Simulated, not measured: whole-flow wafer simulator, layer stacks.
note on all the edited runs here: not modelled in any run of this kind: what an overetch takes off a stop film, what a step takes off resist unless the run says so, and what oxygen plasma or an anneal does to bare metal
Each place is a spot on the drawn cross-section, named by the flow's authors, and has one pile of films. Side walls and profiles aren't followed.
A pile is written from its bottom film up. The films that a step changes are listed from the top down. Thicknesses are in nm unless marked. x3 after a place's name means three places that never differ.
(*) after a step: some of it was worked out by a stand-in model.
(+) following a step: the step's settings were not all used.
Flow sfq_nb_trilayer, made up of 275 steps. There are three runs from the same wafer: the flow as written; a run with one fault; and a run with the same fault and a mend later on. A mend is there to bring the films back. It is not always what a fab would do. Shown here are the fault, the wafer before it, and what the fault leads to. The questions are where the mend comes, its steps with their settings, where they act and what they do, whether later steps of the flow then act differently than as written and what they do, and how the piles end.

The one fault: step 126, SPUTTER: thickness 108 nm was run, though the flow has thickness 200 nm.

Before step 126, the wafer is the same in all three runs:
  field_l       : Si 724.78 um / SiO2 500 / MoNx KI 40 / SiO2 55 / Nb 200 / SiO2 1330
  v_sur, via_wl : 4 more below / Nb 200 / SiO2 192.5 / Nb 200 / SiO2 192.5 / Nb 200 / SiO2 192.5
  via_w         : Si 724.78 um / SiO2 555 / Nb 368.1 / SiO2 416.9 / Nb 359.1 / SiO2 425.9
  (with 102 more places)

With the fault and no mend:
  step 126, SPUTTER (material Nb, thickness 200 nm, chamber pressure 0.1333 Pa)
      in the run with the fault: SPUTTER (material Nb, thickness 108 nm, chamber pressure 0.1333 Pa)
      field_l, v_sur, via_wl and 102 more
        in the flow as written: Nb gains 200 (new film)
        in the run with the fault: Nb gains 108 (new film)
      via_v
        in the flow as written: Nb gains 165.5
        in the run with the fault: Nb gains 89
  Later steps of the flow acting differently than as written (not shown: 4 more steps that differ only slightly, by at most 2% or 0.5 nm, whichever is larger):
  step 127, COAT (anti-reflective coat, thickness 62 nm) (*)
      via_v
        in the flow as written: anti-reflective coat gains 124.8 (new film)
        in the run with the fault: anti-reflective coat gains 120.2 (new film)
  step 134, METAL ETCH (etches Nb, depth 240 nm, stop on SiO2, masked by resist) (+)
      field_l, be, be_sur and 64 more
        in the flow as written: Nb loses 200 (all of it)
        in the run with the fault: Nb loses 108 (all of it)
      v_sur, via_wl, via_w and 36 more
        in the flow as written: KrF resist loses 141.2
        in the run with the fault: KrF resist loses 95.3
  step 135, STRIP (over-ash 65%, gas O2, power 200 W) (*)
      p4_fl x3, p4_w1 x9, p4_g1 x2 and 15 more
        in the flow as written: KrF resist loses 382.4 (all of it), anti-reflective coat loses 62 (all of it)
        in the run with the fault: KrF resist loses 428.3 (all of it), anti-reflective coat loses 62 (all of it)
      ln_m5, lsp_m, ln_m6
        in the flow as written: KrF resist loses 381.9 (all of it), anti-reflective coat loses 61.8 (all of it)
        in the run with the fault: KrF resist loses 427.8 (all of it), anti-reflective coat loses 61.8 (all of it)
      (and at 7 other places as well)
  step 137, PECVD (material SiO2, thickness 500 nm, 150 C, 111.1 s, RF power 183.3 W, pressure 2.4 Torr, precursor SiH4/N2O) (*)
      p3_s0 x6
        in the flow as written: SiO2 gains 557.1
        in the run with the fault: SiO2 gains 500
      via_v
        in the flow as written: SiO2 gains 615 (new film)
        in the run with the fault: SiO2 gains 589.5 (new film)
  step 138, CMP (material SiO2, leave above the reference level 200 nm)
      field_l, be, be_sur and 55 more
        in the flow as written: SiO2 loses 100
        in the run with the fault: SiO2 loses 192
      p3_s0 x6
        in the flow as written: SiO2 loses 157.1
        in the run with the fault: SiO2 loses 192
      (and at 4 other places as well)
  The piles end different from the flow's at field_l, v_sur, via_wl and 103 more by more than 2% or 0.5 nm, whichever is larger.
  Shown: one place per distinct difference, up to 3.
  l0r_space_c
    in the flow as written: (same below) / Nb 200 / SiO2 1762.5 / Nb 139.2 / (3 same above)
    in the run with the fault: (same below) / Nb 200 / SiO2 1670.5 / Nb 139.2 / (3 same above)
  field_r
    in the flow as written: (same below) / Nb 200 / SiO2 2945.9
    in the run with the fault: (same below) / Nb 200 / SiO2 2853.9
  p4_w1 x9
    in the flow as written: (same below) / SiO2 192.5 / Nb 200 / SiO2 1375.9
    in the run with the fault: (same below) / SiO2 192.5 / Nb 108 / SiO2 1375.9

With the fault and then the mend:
  The mend follows step 126.
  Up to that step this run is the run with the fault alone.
  step 126a, SPUTTER (material Nb, thickness 92 nm, chamber pressure 0.1333 Pa) (the flow's step 126, run once more with other settings)
      field_l, v_sur, via_wl and 102 more
        Nb gains 92
      via_v
        Nb gains 74.7
  Every later step of the flow that is run acts as written, at every place that is followed, to within 2% or 0.5 nm, whichever is larger.
  When the end is reached, the piles differ only a little from the flow's at the places that both follow, at most by 2% or 0.5 nm, whichever is larger.
